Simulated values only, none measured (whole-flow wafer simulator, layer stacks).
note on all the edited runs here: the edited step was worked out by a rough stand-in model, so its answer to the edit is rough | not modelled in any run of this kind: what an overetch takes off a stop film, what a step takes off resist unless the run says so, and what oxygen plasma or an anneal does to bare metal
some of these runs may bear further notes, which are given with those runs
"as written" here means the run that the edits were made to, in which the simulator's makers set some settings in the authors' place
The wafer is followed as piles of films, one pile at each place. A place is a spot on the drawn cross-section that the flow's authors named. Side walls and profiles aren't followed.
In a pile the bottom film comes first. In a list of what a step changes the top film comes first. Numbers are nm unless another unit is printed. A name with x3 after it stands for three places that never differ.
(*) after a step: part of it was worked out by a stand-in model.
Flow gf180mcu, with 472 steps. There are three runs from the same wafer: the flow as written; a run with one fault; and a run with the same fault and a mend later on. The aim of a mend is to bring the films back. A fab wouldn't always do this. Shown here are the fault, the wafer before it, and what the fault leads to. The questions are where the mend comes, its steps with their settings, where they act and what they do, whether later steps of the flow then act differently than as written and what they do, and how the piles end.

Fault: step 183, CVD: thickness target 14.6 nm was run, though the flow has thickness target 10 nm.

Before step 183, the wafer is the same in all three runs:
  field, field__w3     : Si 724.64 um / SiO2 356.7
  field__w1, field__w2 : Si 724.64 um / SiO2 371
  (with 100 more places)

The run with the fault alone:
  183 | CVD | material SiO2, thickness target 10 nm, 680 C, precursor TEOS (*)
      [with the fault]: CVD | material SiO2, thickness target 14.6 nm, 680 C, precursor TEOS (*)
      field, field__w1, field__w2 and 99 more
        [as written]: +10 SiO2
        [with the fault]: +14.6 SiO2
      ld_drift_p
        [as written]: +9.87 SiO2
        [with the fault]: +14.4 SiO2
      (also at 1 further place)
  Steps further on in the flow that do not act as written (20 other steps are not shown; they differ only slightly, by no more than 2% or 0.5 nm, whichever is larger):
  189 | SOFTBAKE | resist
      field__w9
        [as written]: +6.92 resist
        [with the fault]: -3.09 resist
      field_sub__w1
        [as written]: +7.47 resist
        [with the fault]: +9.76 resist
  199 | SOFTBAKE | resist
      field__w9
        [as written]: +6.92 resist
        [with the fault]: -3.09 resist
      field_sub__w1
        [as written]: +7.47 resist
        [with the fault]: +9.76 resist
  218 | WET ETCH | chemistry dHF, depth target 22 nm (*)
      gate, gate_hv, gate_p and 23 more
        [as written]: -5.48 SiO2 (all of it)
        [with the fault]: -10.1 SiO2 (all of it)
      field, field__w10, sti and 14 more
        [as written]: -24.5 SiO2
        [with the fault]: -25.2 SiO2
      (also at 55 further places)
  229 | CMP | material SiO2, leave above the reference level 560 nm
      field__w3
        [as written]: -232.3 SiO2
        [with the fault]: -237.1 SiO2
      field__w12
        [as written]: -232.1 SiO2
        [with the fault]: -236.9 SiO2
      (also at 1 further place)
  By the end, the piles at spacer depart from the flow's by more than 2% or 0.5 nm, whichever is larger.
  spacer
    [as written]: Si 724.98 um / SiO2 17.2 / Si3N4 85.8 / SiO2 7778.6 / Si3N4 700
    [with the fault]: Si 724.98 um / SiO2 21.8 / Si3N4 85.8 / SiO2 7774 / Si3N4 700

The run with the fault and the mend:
  The mend follows step 183.
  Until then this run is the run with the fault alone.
  183a | WET ETCH | chemistry dHF, depth target 4.6 nm, 25 C, dilution 100:1 (the flow's step 17 again, with other settings)
      field, field__w1, field__w2 and 101 more
        -4.6 SiO2
  None of the later steps of the flow differs from how it acts as written, at any place that is followed, by more than 2% or 0.5 nm, whichever is larger.
  At the end the piles are close to the flow's at the places that both follow, differing by at most 2% or 0.5 nm, whichever is larger.
